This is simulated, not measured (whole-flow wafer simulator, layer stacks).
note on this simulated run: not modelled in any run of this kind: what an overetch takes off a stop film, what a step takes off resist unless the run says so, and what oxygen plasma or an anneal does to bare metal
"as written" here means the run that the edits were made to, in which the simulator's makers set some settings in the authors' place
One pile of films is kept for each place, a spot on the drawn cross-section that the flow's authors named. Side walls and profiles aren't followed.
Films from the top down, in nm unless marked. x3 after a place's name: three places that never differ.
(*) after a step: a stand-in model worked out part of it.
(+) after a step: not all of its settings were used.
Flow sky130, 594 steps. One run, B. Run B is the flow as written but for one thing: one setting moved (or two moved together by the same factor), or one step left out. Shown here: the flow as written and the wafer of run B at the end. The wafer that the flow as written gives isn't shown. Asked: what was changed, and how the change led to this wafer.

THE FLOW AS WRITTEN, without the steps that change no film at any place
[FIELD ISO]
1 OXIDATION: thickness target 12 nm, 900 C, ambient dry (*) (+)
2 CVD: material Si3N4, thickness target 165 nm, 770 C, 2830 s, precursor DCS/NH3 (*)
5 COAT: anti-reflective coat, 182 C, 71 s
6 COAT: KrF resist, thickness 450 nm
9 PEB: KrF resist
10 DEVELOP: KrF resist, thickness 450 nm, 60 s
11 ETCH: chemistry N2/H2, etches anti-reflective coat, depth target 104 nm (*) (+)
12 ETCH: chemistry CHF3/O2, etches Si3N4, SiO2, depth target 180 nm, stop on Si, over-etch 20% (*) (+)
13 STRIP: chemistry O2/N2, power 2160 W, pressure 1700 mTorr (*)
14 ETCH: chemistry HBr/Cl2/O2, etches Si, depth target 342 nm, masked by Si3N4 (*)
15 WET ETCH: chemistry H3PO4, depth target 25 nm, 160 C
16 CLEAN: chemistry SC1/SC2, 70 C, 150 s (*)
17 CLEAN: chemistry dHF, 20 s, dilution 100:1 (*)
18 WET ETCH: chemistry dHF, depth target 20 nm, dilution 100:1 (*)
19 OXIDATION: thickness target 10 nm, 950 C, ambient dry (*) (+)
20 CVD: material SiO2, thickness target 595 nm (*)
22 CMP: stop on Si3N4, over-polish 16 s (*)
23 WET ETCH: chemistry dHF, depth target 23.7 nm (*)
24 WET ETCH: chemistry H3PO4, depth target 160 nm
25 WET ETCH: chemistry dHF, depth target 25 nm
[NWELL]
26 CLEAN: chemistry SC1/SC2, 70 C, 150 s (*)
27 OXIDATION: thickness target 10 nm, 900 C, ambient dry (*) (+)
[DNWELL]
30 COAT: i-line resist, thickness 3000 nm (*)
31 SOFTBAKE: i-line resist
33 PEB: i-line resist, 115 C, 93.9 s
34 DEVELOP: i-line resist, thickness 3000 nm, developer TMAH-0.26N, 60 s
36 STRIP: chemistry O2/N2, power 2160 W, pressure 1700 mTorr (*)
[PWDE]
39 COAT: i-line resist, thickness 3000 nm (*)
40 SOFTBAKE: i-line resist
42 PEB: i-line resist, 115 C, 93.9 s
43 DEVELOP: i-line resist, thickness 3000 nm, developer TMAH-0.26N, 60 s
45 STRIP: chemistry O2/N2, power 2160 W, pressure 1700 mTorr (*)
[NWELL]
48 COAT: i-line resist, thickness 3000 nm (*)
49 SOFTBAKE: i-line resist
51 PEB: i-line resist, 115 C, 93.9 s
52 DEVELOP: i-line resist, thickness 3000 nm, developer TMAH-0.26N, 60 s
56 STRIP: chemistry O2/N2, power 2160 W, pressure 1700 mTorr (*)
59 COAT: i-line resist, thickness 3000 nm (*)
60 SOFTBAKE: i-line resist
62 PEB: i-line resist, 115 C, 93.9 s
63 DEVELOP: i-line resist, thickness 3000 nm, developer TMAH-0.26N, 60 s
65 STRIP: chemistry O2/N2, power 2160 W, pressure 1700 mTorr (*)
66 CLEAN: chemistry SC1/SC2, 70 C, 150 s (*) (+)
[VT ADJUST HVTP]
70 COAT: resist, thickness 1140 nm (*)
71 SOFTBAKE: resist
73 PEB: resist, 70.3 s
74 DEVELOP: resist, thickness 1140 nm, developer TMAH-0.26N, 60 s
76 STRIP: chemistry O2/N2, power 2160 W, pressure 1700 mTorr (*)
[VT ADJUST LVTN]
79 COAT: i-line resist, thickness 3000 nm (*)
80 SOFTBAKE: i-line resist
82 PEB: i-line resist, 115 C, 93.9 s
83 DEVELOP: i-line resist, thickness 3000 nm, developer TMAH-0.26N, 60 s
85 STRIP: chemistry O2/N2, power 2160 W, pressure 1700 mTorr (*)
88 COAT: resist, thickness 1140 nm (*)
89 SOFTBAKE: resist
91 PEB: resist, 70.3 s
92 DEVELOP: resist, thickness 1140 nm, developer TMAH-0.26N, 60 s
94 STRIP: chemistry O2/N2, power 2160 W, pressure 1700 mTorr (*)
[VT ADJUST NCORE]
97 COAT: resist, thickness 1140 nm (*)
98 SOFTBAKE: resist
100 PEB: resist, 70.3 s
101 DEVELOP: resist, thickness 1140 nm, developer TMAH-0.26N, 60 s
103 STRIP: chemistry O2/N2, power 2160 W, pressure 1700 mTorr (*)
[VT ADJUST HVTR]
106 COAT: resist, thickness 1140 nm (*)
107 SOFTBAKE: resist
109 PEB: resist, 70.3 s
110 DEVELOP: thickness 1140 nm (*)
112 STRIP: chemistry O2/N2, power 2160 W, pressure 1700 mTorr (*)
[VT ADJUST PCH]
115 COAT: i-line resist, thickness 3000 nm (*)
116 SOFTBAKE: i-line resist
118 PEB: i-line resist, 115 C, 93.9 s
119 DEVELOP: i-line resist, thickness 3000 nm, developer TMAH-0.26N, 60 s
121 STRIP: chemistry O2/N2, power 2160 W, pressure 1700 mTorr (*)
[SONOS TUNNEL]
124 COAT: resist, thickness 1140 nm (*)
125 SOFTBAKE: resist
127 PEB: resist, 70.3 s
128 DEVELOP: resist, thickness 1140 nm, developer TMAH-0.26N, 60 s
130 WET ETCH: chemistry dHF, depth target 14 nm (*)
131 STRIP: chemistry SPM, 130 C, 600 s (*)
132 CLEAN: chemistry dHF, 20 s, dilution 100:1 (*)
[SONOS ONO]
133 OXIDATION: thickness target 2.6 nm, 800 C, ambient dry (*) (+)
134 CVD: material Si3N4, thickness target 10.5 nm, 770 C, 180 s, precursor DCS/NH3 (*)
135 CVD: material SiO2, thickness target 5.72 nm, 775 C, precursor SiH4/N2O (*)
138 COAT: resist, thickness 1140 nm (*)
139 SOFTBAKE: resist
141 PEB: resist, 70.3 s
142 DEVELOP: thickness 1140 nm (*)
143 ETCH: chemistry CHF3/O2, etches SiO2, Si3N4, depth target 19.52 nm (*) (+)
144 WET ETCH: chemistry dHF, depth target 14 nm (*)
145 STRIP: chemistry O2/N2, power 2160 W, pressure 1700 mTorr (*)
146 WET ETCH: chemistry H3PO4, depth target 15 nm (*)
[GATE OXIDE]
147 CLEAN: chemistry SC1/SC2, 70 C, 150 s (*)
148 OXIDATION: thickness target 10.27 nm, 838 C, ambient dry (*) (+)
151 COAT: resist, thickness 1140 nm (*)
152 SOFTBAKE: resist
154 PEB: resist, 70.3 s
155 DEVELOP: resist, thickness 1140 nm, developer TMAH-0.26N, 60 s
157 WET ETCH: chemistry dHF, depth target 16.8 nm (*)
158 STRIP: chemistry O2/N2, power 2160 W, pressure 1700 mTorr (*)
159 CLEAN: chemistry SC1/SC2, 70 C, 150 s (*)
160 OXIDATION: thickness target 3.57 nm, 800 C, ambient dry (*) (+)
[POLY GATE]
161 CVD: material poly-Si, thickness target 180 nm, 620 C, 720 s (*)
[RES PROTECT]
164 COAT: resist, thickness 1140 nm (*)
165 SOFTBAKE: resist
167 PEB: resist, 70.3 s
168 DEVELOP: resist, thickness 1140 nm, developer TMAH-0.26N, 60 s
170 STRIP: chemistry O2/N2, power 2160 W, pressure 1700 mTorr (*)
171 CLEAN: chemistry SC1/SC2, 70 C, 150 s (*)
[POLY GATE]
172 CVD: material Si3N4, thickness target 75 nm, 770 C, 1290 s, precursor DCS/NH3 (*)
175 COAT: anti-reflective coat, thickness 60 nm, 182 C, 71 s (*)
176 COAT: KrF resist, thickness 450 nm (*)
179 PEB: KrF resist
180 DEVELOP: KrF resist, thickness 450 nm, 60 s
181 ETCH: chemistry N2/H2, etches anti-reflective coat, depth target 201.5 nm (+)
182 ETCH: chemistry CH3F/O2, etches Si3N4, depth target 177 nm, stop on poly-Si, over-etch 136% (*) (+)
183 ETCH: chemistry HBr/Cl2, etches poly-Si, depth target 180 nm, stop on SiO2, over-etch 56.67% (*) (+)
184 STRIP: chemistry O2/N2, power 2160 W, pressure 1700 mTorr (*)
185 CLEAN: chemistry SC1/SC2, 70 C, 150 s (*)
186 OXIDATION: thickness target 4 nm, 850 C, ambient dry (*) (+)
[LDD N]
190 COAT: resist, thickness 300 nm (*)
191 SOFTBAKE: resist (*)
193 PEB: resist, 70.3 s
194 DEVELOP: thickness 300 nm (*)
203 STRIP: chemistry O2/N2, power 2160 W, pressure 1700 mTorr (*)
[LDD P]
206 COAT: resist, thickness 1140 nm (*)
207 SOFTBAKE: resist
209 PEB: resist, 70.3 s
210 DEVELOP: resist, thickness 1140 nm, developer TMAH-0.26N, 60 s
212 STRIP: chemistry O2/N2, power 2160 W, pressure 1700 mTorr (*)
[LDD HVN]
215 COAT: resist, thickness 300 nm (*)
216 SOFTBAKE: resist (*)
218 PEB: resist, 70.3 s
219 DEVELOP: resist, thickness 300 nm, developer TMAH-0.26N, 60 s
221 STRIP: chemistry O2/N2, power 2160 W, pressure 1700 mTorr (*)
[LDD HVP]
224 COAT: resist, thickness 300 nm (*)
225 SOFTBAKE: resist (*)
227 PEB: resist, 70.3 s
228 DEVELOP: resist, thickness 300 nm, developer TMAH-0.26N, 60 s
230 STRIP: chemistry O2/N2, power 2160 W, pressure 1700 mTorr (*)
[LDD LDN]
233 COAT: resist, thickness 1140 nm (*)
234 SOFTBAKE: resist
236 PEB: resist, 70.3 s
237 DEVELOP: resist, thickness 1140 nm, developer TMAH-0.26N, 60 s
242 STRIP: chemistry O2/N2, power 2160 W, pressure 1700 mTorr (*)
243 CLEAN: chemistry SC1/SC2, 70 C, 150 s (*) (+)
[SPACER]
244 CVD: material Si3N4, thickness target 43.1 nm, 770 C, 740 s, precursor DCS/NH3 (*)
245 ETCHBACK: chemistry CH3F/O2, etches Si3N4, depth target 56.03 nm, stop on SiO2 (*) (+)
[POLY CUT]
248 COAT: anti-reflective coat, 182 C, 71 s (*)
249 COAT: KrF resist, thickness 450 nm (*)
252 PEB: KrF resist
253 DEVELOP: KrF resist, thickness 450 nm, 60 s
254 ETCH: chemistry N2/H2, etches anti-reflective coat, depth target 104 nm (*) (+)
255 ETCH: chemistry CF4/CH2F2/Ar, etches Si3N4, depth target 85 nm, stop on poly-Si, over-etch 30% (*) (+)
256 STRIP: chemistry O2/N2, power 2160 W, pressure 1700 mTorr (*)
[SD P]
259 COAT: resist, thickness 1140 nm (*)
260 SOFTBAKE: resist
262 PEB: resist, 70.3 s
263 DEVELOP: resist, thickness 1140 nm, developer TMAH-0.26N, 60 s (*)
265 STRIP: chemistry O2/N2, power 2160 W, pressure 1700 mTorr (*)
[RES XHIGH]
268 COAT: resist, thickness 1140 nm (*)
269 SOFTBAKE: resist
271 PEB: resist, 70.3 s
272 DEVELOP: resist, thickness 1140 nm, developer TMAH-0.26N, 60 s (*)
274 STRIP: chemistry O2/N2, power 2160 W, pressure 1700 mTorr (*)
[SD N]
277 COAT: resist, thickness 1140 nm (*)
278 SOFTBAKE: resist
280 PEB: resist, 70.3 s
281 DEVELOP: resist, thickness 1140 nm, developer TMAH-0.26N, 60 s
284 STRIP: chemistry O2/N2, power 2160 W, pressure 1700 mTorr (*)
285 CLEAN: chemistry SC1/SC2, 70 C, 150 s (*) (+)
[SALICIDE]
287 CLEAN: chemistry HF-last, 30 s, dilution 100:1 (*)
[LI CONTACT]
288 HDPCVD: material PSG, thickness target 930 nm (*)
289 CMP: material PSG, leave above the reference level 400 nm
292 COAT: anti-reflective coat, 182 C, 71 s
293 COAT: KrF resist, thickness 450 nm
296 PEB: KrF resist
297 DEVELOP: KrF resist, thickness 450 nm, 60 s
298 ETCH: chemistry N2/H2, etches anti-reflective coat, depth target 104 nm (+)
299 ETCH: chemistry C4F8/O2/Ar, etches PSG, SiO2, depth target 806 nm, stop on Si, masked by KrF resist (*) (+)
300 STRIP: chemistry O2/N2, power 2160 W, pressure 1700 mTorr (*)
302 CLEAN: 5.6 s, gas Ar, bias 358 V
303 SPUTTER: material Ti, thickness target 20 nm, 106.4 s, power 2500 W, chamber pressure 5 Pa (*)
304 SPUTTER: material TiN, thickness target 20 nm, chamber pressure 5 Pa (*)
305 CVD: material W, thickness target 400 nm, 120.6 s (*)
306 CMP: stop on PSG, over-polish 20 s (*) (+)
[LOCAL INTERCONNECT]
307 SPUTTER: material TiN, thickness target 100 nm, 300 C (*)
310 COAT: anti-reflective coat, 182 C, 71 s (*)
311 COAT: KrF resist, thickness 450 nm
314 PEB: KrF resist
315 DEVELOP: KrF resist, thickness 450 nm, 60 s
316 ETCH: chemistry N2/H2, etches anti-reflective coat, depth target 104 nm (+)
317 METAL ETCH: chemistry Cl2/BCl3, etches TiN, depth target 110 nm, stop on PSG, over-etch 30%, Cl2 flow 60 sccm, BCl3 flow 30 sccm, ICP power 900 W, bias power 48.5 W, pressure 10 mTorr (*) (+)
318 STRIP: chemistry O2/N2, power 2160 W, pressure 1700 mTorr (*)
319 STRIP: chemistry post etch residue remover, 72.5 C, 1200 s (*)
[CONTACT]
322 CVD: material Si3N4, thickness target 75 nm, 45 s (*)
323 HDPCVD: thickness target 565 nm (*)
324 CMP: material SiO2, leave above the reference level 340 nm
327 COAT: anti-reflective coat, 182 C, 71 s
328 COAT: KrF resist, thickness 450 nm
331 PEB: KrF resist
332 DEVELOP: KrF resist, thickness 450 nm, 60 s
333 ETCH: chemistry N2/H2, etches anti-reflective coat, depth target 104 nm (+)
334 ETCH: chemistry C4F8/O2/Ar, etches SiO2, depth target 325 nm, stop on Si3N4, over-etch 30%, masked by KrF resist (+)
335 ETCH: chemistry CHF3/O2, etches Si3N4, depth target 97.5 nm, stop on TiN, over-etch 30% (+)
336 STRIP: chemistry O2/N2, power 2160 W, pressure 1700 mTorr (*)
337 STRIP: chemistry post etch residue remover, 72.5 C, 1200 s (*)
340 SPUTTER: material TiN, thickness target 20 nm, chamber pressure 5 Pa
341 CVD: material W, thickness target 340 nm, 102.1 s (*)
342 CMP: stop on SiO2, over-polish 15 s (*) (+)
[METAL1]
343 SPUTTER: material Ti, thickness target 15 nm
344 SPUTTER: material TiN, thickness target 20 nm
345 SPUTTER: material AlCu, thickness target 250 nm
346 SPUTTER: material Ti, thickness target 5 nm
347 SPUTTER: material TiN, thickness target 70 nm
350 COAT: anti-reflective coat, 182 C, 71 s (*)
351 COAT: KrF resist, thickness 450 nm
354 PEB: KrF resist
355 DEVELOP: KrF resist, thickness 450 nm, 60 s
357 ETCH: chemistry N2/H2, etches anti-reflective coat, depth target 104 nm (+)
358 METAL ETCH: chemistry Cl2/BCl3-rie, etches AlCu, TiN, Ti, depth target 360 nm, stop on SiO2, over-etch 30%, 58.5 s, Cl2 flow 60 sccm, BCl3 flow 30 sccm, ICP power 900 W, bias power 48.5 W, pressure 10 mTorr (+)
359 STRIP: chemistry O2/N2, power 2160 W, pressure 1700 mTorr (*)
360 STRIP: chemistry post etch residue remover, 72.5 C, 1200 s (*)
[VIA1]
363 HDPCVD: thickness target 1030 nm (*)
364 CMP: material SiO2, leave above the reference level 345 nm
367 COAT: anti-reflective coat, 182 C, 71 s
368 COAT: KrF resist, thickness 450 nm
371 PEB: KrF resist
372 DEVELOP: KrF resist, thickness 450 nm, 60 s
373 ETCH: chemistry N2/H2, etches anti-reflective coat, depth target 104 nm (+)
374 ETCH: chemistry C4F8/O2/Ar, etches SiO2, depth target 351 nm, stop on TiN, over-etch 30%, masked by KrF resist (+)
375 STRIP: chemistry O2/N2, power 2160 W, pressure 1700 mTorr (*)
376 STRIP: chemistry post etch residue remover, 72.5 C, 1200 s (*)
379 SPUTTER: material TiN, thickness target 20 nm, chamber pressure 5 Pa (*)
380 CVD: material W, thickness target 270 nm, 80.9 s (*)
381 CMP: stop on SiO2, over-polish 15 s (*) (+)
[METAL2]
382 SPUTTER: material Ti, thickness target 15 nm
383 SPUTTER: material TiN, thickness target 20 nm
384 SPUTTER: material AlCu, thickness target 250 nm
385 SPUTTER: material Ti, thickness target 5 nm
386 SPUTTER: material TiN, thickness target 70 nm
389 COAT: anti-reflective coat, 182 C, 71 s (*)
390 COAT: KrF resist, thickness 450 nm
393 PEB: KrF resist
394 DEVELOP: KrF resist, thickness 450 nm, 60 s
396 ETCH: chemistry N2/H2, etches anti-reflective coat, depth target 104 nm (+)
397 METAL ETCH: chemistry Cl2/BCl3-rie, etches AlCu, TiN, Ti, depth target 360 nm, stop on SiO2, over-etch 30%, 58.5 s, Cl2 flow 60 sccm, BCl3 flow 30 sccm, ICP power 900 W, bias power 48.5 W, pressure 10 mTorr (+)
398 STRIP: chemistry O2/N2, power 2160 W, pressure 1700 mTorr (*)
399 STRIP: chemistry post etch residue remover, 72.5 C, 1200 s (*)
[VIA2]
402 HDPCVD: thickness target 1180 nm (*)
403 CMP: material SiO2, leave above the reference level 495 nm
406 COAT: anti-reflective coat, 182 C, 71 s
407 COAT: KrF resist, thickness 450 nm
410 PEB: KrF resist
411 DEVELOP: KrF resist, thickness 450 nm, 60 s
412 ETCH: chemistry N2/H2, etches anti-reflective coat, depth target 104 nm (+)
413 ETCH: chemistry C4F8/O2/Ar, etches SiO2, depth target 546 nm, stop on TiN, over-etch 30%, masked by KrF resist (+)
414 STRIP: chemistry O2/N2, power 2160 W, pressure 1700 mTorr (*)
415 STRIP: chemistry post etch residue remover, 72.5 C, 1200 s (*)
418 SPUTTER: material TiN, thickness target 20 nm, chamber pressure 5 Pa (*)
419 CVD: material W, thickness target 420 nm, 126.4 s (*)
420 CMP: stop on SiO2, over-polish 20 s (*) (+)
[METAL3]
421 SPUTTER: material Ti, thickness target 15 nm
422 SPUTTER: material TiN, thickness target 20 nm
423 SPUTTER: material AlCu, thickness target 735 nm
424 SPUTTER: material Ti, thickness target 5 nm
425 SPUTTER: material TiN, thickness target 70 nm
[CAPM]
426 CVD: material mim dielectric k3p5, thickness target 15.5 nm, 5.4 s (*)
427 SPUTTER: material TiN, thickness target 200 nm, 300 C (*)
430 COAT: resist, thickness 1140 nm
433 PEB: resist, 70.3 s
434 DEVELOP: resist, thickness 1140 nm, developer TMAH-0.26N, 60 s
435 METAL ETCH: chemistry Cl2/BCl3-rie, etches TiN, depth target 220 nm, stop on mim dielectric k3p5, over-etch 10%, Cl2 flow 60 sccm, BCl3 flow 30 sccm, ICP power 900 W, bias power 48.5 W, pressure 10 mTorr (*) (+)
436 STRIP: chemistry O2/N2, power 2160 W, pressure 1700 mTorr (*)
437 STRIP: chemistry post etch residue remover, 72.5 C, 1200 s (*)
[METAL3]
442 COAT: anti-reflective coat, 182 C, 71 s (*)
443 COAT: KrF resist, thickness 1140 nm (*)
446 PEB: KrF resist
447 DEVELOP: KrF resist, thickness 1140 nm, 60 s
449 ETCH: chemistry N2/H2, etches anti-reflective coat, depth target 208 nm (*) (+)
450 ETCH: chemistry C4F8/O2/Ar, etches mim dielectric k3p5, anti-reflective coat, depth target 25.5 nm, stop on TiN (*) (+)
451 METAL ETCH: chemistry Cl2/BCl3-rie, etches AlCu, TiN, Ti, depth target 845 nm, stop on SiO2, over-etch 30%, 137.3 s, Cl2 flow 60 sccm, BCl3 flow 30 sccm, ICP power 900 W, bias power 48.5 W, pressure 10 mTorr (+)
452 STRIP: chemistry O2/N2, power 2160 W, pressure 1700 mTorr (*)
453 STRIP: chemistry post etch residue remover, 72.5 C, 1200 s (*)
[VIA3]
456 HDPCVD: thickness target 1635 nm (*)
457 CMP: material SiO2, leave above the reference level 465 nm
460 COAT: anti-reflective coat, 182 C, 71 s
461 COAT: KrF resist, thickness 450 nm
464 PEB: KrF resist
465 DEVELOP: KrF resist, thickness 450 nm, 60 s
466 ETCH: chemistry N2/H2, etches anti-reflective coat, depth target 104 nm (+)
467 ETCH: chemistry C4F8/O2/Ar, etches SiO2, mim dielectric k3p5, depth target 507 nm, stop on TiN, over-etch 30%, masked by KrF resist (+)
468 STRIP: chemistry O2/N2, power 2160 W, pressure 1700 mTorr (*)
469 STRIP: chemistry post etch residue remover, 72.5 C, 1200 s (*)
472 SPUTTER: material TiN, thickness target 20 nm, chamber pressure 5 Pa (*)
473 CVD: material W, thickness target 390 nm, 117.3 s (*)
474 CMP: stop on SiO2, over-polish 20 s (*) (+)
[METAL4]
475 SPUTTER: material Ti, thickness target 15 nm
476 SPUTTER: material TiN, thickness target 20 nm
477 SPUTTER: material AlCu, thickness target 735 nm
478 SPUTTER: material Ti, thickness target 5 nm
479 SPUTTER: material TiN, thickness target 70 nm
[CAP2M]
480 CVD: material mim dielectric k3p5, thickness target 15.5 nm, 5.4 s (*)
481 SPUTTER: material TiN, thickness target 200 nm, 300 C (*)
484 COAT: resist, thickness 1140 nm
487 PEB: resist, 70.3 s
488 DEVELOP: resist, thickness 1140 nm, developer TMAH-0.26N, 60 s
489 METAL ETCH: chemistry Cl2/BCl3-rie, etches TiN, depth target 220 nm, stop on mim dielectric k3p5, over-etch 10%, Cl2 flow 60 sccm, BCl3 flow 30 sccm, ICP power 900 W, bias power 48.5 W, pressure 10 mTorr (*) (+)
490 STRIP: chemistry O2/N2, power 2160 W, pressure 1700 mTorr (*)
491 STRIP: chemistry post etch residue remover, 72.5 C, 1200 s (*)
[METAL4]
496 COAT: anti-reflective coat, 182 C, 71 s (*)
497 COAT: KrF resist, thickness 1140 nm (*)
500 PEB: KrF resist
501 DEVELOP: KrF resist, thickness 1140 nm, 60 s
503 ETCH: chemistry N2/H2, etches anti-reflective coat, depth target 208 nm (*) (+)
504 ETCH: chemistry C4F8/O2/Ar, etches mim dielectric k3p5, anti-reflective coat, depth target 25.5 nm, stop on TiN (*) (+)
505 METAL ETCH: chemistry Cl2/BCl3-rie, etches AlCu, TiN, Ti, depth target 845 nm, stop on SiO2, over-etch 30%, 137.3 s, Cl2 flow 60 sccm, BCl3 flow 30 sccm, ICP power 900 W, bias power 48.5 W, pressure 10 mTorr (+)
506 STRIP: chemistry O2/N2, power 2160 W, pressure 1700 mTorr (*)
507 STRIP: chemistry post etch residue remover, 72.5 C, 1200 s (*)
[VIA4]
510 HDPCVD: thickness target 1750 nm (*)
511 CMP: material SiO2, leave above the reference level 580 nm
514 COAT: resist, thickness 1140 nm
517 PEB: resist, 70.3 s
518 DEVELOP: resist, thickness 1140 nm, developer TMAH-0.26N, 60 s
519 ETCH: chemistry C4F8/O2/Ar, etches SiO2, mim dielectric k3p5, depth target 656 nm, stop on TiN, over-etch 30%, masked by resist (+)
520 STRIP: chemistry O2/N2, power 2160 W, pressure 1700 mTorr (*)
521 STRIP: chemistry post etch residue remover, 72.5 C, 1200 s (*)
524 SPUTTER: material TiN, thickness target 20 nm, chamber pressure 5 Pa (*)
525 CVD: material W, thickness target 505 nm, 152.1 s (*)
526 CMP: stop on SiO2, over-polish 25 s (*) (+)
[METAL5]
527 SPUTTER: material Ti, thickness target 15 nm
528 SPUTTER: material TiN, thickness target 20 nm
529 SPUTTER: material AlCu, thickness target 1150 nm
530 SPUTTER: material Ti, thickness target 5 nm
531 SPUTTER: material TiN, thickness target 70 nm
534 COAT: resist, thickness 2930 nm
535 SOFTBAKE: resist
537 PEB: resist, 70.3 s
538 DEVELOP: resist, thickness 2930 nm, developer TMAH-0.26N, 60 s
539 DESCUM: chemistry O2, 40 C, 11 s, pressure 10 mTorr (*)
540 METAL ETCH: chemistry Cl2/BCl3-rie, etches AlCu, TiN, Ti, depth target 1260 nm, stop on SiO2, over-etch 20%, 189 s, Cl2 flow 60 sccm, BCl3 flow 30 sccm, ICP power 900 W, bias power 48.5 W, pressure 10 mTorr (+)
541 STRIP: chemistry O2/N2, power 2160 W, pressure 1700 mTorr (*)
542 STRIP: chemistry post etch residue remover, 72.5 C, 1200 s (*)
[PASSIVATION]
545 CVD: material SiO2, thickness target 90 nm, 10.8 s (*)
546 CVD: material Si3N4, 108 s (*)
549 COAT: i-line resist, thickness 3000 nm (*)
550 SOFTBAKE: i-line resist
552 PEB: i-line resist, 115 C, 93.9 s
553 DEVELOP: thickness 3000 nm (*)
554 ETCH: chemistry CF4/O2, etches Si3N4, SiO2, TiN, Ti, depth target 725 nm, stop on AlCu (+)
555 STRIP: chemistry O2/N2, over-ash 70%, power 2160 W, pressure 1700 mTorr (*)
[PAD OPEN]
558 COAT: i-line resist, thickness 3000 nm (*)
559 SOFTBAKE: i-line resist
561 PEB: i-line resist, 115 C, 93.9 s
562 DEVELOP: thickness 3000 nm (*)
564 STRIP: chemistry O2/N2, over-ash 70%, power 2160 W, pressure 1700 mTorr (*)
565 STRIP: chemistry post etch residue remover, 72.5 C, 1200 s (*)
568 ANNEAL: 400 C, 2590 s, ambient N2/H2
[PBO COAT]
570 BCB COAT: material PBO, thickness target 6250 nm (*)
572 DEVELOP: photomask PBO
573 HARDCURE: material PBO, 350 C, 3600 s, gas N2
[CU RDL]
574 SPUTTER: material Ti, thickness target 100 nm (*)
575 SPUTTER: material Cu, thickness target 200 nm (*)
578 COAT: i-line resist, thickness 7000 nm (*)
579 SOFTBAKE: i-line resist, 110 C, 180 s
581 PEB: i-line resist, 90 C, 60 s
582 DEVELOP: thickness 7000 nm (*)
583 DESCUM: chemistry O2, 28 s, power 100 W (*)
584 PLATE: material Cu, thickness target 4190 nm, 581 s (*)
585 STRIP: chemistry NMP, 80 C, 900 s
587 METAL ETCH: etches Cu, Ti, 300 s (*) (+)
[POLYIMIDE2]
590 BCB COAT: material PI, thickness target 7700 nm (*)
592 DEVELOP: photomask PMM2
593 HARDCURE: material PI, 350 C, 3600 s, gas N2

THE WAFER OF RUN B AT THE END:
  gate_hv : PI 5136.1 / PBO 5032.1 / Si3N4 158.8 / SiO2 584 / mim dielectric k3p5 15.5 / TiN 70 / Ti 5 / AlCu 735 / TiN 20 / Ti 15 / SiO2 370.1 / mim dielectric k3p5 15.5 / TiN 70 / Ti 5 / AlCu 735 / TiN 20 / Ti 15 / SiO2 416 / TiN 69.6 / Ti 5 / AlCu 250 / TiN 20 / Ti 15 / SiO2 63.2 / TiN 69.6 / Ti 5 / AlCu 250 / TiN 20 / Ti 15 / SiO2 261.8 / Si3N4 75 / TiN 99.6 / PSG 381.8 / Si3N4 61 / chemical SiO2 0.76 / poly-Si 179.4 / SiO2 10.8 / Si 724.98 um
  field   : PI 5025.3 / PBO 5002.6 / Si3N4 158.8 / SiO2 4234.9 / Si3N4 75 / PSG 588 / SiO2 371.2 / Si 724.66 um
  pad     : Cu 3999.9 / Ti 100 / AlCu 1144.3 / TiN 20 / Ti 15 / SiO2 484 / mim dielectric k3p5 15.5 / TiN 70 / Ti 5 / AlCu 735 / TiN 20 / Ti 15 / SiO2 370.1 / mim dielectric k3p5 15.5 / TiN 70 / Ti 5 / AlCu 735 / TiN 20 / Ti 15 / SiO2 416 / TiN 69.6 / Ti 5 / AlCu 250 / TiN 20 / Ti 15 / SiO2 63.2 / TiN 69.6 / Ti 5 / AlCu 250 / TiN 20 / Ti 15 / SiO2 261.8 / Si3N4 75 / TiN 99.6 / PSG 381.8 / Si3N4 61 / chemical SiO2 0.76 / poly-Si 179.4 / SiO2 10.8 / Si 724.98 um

The cause: step 364, CMP: leave above the reference level 141 nm was run, where the flow has leave above the reference level 345 nm.

How the change led to this, step by step:
  364 CMP: material SiO2, leave above the reference level 345 nm
      n_well, p_well, gate_hv and 100 more: SiO2 -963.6 (as written it would be: SiO2 -759.6)
      field, active, gate and 81 more: SiO2 -593.1 (as written it would be: SiO2 -389.1)
      (and at 4 more places)
  374 ETCH: chemistry C4F8/O2/Ar, etches SiO2, depth target 351 nm, stop on TiN, over-etch 30%, masked by KrF resist (+)
      field, active, n_well and 186 more: KrF resist -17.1 (as written it would be: KrF resist -70.1)
      m1, via1_hole: SiO2 -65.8 (all of it) (as written it would be: SiO2 -269.8 (all of it))
  375 STRIP: chemistry O2/N2, power 2160 W, pressure 1700 mTorr (*)
      field, active, n_well and 186 more: KrF resist -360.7 (all of it), anti-reflective coat -80 (all of it) (as written it would be: KrF resist -307.7 (all of it), anti-reflective coat -80 (all of it))
  379 SPUTTER: material TiN, thickness target 20 nm, chamber pressure 5 Pa (*)
      m1: TiN +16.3 (as written it would be: TiN +11)
      via1_hole: TiN +16.3 (as written it would be: TiN +10.9)
  380 CVD: material W, thickness target 270 nm, 80.9 s (*)
      m1: W +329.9 (new film) (as written it would be: W +549.9 (new film))
      via1_hole: W +330.1 (new film) (as written it would be: W +549.9 (new film))
  381 CMP: stop on SiO2, over-polish 15 s (*) (+)
      m1: W -283 (as written it would be: W -293.6)
      via1_hole: W -283.1 (as written it would be: W -293.6)
